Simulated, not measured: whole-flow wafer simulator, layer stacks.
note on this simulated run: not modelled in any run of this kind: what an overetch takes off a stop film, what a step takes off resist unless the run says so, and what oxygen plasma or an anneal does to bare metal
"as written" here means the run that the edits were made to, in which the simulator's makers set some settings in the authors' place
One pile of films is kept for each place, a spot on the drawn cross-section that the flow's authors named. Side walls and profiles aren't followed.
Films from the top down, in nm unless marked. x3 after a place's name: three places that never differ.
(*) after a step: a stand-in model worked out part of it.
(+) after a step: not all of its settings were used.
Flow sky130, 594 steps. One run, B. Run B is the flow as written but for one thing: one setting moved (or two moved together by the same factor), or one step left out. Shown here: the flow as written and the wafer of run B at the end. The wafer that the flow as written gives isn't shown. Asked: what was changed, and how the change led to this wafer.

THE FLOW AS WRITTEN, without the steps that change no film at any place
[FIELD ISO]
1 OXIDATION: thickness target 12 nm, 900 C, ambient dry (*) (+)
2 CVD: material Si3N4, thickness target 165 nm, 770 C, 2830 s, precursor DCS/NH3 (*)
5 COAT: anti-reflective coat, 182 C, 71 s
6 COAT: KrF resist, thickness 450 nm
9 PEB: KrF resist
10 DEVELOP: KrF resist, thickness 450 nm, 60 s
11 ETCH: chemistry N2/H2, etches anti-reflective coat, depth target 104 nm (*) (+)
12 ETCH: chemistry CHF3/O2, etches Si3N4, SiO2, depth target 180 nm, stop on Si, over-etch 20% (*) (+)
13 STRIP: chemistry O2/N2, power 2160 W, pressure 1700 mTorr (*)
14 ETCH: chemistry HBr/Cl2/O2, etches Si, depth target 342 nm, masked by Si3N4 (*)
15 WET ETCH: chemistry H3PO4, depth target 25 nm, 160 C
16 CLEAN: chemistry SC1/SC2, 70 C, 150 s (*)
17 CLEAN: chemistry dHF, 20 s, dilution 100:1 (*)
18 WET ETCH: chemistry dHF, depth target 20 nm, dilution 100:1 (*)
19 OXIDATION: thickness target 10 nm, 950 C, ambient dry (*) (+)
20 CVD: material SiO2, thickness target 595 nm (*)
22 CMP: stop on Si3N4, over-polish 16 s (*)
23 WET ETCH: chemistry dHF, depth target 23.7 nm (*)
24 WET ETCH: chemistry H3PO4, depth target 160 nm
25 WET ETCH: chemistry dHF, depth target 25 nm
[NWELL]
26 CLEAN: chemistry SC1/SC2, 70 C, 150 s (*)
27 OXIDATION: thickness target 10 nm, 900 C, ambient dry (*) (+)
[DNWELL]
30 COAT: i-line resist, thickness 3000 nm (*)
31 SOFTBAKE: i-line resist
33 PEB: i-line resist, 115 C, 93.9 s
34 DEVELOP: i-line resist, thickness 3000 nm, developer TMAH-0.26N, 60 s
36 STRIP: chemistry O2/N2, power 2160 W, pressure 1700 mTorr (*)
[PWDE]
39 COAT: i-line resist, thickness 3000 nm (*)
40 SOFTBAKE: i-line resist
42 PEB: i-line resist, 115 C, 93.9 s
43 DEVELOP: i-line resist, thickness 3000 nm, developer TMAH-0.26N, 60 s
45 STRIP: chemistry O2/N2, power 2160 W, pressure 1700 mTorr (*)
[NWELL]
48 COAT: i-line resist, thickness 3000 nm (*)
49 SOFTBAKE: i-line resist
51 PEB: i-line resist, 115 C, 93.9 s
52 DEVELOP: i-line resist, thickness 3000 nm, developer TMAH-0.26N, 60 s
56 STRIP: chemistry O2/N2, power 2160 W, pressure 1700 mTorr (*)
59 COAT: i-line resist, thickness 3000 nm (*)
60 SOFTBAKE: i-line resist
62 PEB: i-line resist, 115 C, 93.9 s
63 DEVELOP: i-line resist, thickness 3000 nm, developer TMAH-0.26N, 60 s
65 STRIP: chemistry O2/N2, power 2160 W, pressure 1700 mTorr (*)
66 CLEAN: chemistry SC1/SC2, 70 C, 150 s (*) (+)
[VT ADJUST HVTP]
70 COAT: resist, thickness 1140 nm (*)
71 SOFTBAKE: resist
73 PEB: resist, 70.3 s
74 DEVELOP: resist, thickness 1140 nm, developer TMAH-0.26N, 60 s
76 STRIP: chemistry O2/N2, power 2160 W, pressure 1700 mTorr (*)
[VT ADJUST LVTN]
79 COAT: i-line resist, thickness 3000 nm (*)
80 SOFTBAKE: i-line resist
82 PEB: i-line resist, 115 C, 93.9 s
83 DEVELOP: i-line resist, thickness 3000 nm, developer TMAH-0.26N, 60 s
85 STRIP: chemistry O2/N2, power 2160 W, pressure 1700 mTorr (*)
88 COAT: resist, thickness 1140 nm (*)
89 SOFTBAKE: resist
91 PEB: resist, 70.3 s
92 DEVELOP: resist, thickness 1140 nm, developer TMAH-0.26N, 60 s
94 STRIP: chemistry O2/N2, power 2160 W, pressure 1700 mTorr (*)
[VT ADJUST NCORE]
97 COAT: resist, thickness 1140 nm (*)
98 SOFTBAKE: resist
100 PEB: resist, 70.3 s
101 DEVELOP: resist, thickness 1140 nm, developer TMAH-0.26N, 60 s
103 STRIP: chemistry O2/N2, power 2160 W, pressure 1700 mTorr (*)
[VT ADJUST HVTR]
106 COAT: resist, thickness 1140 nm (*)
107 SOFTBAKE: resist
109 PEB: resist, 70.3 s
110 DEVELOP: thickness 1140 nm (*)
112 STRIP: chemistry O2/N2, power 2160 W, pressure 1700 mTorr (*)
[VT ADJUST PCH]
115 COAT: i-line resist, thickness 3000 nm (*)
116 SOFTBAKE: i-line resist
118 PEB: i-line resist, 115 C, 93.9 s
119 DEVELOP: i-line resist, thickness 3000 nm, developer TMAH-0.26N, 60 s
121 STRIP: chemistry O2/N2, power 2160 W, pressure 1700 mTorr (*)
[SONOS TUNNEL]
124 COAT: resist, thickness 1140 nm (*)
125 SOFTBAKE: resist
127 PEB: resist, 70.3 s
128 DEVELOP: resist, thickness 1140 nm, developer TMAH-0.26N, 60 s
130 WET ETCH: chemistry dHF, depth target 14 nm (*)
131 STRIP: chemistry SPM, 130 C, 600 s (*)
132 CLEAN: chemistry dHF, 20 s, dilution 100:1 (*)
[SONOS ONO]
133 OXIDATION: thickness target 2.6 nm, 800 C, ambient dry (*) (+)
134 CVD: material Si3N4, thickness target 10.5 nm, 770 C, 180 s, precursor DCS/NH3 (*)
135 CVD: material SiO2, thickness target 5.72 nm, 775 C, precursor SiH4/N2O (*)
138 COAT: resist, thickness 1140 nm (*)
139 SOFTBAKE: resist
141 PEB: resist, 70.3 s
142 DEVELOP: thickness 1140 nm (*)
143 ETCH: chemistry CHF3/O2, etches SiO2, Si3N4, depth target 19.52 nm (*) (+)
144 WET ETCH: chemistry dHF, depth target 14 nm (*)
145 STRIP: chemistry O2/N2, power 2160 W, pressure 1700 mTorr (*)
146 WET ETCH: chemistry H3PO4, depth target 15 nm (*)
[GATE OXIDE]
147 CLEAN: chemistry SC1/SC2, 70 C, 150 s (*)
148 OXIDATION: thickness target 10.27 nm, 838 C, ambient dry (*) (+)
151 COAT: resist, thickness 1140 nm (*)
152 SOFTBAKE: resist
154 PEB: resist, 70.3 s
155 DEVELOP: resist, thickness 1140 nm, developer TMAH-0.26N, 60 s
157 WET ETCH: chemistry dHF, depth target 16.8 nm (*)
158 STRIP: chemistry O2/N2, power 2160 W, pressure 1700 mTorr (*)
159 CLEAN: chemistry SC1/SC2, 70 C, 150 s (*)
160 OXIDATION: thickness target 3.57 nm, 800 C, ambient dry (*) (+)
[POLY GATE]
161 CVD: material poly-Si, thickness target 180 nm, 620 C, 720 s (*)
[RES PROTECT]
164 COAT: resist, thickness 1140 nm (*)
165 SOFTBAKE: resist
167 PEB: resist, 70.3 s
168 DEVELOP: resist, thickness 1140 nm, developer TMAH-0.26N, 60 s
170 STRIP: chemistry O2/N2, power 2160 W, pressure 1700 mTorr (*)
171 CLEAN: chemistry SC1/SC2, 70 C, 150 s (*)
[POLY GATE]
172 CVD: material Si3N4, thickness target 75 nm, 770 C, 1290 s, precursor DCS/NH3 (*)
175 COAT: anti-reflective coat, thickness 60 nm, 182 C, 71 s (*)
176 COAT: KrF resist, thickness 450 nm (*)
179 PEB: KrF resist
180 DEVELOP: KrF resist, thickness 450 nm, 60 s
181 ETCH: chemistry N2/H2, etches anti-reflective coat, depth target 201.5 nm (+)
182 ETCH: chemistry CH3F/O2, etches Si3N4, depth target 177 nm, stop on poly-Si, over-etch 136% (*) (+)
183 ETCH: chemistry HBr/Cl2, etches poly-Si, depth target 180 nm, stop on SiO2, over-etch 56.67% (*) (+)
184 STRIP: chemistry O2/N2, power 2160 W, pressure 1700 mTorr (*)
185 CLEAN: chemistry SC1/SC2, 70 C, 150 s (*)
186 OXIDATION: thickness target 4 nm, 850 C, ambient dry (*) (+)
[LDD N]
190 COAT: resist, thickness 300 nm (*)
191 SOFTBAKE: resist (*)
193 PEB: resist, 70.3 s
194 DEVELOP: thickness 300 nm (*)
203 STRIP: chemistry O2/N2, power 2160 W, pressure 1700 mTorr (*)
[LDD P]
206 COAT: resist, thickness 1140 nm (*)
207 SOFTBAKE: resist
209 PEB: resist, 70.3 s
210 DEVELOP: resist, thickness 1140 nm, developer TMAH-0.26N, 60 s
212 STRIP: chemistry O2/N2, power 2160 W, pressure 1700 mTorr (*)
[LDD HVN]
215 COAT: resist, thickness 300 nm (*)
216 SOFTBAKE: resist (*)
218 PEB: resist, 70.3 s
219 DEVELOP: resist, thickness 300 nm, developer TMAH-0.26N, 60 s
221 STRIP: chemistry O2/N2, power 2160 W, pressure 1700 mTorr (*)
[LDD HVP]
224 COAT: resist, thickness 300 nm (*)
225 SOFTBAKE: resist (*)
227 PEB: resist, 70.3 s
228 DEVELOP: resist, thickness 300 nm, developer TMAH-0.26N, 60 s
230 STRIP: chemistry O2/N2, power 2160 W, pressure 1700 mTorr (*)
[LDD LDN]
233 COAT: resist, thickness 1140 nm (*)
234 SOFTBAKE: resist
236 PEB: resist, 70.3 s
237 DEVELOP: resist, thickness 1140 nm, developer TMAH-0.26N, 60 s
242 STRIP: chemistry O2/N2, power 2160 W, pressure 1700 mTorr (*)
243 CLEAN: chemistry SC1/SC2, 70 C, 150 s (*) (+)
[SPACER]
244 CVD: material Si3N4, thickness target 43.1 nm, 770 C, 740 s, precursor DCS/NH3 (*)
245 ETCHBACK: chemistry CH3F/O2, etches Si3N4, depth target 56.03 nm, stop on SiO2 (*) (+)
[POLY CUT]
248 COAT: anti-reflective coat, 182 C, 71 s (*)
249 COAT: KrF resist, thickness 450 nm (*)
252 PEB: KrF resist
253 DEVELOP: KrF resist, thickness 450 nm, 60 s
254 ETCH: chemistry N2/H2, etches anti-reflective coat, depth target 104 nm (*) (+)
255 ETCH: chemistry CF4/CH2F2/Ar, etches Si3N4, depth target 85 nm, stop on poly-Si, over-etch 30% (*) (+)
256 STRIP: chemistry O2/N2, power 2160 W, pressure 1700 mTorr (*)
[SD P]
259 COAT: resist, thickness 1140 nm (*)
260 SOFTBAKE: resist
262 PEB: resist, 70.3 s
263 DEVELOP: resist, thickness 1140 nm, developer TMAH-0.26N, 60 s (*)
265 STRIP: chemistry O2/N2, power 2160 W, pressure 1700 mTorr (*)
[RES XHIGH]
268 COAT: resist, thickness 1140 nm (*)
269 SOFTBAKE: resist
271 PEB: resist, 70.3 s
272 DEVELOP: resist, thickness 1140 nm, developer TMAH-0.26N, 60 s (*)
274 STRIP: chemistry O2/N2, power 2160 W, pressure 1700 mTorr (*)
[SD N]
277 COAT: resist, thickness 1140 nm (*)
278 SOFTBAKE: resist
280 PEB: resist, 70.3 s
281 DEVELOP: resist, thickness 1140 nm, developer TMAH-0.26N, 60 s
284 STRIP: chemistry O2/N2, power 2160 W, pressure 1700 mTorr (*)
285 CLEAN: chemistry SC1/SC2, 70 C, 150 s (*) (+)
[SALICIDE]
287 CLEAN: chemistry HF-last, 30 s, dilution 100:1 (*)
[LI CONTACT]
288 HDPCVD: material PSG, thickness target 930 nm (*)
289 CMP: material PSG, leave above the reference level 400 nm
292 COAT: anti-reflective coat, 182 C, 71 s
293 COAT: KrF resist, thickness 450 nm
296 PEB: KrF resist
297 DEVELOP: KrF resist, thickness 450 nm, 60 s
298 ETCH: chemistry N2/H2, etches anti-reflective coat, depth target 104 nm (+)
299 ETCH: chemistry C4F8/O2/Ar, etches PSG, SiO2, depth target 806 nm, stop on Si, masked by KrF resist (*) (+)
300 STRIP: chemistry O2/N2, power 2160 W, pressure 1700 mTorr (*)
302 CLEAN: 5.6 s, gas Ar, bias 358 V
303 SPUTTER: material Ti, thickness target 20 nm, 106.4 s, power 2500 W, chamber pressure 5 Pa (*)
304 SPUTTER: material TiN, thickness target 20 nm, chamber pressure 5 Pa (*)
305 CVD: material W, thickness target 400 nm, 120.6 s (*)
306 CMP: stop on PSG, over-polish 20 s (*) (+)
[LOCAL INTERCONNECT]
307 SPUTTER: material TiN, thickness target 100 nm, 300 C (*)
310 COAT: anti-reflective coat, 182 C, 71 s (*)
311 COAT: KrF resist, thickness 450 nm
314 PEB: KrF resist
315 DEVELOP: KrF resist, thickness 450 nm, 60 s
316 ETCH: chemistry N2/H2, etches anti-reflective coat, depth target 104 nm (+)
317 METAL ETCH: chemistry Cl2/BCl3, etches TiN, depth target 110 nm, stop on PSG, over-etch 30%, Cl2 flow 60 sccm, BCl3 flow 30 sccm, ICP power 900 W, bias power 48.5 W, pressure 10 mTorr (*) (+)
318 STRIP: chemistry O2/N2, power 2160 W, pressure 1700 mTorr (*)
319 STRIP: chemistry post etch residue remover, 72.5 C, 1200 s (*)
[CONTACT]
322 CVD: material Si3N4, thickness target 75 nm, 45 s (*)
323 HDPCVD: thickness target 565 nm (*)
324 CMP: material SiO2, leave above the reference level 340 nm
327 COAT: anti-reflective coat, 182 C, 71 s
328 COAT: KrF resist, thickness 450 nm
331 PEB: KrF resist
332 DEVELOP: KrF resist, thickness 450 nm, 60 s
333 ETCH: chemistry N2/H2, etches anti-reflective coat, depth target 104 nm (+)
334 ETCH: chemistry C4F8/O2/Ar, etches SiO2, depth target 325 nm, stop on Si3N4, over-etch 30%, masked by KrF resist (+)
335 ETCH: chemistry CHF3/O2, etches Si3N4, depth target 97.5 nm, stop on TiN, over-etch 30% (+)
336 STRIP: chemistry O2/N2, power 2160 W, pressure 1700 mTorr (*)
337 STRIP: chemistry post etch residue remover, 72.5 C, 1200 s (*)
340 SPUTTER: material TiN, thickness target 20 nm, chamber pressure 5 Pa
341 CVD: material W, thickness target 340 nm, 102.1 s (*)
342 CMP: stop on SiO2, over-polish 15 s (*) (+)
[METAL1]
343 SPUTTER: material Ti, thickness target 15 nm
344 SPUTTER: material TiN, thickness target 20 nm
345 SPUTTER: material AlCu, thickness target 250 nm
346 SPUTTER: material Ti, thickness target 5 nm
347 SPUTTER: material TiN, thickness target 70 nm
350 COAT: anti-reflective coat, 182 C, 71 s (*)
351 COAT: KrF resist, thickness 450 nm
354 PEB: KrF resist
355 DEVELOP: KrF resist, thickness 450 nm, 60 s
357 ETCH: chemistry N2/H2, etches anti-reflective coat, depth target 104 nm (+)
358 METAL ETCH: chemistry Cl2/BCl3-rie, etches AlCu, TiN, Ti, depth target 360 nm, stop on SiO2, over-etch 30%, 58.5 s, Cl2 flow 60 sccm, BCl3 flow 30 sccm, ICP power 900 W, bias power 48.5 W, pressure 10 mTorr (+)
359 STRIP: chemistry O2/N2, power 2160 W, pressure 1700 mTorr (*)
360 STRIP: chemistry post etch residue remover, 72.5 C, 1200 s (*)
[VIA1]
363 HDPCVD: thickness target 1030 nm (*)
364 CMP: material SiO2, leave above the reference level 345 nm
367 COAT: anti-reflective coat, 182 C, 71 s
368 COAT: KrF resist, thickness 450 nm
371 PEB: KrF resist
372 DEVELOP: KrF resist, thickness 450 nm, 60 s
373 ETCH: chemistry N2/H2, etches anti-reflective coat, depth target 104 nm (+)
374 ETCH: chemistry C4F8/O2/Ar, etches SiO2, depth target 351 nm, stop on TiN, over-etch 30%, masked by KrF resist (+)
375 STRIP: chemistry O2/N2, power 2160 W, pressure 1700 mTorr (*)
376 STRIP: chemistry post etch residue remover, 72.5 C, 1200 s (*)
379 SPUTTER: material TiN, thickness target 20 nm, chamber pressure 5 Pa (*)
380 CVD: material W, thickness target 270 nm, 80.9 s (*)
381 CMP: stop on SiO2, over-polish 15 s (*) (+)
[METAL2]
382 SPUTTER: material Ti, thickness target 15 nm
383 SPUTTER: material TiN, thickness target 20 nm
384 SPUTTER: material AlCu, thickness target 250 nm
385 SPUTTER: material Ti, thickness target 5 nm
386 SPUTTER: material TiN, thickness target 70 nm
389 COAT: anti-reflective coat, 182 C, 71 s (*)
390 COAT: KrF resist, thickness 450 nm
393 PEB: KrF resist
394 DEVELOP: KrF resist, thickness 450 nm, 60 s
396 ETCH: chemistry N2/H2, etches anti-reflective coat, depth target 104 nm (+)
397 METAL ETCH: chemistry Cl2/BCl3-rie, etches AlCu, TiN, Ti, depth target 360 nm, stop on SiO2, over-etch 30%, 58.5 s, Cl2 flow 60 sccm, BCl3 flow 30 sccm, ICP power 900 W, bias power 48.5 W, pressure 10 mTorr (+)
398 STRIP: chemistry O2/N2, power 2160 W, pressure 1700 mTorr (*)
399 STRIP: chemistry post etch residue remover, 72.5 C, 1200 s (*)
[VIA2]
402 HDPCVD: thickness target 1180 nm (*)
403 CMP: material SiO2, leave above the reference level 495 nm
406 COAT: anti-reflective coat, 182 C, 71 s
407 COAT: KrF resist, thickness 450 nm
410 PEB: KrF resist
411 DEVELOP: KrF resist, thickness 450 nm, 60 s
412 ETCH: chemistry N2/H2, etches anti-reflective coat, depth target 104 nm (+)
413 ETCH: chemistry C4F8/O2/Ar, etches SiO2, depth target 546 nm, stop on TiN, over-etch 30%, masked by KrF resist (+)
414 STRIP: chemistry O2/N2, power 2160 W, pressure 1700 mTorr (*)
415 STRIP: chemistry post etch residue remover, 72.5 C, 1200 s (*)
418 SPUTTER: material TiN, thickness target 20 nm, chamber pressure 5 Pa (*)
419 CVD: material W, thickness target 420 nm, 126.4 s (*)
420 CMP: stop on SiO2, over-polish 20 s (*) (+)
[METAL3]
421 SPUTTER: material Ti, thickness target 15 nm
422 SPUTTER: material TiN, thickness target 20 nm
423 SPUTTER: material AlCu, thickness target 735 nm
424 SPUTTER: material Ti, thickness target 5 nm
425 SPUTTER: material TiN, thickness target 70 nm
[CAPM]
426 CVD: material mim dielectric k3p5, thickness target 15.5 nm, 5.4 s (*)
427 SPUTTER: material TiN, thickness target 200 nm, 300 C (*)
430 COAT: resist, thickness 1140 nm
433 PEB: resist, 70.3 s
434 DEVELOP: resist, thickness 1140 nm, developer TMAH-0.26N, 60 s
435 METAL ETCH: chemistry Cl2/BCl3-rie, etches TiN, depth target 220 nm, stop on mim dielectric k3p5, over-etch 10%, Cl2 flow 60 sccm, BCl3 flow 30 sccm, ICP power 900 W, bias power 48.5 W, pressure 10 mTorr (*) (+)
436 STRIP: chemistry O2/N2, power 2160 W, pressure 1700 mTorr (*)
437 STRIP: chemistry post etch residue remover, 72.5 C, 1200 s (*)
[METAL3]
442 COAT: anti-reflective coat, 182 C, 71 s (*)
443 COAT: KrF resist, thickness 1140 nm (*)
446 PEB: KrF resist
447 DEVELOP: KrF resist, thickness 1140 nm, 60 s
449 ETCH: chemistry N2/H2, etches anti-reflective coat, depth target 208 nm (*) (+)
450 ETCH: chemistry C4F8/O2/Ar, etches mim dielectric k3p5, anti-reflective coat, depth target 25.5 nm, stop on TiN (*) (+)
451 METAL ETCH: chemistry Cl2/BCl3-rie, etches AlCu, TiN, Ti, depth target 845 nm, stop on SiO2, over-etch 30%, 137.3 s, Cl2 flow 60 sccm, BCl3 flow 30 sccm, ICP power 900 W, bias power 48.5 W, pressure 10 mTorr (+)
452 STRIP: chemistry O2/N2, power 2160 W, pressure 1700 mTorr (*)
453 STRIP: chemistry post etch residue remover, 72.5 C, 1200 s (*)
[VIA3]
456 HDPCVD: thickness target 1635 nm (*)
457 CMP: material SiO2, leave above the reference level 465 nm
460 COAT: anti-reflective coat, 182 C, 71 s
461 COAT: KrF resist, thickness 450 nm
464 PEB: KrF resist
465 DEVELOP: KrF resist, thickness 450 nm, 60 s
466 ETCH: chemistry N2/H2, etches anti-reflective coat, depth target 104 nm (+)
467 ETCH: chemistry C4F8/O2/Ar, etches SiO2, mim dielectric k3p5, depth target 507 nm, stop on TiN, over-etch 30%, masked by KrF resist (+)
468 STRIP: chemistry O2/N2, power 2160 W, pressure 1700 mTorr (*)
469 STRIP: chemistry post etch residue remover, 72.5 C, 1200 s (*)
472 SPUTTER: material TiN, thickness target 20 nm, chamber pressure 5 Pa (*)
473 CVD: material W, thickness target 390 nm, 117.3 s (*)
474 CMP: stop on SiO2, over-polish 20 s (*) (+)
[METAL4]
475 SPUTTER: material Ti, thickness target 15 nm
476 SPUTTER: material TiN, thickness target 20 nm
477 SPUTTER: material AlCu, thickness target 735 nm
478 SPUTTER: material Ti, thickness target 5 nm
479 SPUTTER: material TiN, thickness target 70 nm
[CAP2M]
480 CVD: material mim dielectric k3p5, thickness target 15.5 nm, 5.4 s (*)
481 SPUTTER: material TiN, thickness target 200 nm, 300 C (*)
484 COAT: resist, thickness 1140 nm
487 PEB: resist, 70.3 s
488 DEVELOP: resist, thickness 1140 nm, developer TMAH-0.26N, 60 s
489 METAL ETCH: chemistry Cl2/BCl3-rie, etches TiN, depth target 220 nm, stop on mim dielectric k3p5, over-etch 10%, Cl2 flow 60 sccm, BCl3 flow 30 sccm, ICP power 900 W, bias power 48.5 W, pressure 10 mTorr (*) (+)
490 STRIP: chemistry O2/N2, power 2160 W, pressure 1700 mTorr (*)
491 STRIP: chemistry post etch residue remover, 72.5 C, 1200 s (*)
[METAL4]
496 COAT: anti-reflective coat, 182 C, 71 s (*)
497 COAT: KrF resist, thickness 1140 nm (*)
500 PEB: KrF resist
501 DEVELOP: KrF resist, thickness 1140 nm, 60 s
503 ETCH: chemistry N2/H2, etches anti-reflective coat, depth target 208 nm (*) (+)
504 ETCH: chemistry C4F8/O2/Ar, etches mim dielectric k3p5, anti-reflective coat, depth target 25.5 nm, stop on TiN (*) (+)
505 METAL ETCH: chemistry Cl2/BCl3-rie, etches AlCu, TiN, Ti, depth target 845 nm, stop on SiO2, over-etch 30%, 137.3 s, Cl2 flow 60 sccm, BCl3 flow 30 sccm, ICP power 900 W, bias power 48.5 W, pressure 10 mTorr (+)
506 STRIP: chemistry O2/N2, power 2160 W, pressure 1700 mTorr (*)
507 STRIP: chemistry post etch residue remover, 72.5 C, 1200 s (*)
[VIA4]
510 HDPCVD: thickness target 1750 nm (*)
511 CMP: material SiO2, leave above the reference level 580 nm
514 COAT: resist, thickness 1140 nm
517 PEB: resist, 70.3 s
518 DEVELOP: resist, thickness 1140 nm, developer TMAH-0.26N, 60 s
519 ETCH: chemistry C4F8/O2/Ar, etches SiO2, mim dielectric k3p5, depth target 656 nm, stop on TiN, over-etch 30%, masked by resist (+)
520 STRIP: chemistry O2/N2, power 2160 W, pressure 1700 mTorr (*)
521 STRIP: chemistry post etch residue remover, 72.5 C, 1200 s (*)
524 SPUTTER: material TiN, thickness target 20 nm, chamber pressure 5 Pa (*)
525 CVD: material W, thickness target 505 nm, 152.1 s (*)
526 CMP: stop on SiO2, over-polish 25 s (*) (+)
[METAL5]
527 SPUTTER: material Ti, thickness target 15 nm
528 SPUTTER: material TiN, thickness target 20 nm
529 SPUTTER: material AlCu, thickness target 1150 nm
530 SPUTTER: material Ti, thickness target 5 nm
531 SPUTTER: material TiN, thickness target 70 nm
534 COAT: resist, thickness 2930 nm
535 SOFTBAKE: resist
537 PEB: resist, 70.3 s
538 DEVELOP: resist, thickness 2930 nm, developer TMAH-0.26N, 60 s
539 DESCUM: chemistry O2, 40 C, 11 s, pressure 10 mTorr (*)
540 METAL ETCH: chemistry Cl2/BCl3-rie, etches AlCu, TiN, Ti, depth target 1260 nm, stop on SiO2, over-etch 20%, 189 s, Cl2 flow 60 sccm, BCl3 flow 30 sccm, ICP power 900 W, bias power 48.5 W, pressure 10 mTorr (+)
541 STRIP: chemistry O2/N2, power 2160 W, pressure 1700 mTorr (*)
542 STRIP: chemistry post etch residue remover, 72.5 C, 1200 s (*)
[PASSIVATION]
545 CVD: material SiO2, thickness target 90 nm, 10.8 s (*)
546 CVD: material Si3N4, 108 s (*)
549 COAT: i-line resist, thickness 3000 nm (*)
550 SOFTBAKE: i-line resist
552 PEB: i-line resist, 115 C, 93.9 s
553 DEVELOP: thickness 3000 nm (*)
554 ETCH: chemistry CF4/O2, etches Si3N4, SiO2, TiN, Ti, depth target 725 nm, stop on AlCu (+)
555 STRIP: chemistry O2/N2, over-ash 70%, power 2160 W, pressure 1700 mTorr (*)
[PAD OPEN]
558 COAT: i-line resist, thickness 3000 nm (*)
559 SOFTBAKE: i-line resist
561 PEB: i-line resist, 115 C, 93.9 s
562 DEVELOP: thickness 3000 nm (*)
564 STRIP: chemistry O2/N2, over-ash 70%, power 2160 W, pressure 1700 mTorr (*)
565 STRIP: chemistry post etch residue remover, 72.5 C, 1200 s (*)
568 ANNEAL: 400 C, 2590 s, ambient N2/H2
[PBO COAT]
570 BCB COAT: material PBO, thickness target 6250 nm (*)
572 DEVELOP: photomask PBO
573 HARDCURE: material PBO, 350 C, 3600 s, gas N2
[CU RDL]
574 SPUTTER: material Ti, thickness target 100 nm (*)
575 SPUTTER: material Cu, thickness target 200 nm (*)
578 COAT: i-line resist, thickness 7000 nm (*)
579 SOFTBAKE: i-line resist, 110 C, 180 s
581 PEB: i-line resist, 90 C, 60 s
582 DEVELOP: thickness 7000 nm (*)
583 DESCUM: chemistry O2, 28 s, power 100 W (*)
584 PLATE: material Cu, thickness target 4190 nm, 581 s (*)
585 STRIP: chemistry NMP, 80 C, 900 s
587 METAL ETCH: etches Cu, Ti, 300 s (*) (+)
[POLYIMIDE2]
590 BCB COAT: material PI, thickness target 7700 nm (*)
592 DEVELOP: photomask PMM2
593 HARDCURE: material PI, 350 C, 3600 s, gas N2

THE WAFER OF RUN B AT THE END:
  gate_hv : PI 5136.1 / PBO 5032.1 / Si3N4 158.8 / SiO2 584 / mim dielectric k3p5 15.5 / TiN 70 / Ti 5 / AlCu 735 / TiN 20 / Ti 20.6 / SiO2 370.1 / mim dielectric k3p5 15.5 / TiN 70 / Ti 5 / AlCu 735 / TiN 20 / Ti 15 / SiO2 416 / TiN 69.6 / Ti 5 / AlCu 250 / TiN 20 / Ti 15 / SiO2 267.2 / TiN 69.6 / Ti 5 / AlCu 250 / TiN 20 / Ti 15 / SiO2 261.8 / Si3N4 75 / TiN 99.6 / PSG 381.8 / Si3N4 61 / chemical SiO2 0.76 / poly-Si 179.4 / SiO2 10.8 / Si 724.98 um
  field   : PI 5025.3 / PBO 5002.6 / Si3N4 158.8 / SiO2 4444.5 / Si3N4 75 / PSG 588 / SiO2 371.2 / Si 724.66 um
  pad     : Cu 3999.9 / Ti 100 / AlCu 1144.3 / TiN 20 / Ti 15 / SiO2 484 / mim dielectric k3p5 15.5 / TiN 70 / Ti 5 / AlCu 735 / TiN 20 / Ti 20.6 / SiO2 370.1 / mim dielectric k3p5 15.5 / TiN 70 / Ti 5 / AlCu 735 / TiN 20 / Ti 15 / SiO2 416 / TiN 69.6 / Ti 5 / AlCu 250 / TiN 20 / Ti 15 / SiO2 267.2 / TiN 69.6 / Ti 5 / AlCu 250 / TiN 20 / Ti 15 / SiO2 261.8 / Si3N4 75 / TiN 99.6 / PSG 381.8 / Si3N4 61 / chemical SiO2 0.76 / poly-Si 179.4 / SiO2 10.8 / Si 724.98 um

The cause: step 475, SPUTTER: thickness target 20.6 nm was run, where the flow has thickness target 15 nm.
It can be read off the wafer: gate_hv has Ti 20.6, and step 475 as written asks for 15 nm.

How the change led to this, step by step:
  475 SPUTTER: material Ti, thickness target 15 nm
      field, active, n_well and 189 more: Ti +20.6 (new film) (as written it would be: Ti +15 (new film))
  505 METAL ETCH: chemistry Cl2/BCl3-rie, etches AlCu, TiN, Ti, depth target 845 nm, stop on SiO2, over-etch 30%, 137.3 s, Cl2 flow 60 sccm, BCl3 flow 30 sccm, ICP power 900 W, bias power 48.5 W, pressure 10 mTorr (+)
      field, gate, spacer and 68 more: TiN -70 (all of it), Ti -5 (all of it), AlCu -735 (all of it), TiN -20 (all of it), Ti -20.6 (all of it), SiO2 -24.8 (as written it would be: TiN -70 (all of it), Ti -5 (all of it), AlCu -735 (all of it), TiN -20 (all of it), Ti -15 (all of it), SiO2 -25.4)
      active, vpp_iso1, mim_edge_plate and 14 more: TiN -70 (all of it), Ti -5 (all of it), AlCu -735 (all of it), TiN -20 (all of it), Ti -20.6 (all of it), SiO2 -24.8 (as written it would be: TiN -70 (all of it), Ti -5 (all of it), AlCu -735 (all of it), TiN -20 (all of it), Ti -15 (all of it), SiO2 -25.3)
